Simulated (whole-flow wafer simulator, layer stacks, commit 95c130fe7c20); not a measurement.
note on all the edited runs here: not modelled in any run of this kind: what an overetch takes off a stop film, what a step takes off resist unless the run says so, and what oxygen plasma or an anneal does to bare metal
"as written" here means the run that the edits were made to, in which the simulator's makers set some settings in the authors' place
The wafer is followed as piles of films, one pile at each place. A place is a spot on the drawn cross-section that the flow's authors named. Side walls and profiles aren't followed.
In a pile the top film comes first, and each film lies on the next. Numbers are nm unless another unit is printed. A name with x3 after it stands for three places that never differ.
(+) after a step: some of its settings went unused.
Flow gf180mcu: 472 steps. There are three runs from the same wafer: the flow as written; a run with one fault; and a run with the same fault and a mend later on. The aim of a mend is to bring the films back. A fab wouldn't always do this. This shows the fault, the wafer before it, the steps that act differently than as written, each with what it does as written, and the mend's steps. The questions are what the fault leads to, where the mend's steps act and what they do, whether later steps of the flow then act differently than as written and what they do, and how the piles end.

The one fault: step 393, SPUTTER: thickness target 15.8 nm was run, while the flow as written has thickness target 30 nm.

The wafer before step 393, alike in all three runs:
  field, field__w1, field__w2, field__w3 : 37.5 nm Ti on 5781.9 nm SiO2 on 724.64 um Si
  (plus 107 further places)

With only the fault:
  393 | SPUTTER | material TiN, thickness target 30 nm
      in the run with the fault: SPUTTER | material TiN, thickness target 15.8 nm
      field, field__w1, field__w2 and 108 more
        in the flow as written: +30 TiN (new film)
        in the run with the fault: +15.8 TiN (new film)
  Steps further on in the flow that do not act as written (1 other step is not shown; it differs only slightly, by no more than 2% or 0.5 nm, whichever is larger):
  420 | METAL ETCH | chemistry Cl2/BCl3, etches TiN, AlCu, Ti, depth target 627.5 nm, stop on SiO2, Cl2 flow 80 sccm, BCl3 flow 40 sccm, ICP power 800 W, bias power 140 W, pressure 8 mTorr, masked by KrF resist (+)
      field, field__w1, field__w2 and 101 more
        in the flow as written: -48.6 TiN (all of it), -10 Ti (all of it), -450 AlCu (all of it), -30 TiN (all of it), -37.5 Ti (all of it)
        in the run with the fault: -48.6 TiN (all of it), -10 Ti (all of it), -450 AlCu (all of it), -15.8 TiN (all of it), -37.5 Ti (all of it)
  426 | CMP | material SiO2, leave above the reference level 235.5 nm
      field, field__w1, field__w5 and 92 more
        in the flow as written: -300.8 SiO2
        in the run with the fault: -315 SiO2
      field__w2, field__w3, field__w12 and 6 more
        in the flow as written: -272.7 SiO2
        in the run with the fault: -287.5 SiO2
  The piles end different from the flow's at field__w4, field__w8, contact, m1, m1__w1, mim, mim_1p0, m1_nw by more than 2% or 0.5 nm, whichever is larger.
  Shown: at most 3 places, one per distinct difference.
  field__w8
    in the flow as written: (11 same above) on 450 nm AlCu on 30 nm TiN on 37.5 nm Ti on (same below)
    in the run with the fault: (11 same above) on 450 nm AlCu on 15.8 nm TiN on 37.5 nm Ti on (same below)
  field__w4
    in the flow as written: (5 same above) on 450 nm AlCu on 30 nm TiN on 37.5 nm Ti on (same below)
    in the run with the fault: (5 same above) on 450 nm AlCu on 15.8 nm TiN on 37.5 nm Ti on (same below)
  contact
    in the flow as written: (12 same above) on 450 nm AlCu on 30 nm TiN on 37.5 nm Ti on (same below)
    in the run with the fault: (12 same above) on 450 nm AlCu on 15.8 nm TiN on 37.5 nm Ti on (same below)

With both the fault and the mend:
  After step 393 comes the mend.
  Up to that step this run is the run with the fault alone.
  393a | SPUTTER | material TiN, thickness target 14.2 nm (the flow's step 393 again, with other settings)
      field, field__w1, field__w2 and 108 more
        +14.2 TiN
  Later steps of the flow that are run all act as written at every place that is followed.
  By the end, the piles equal the flow's at every place that both follow.
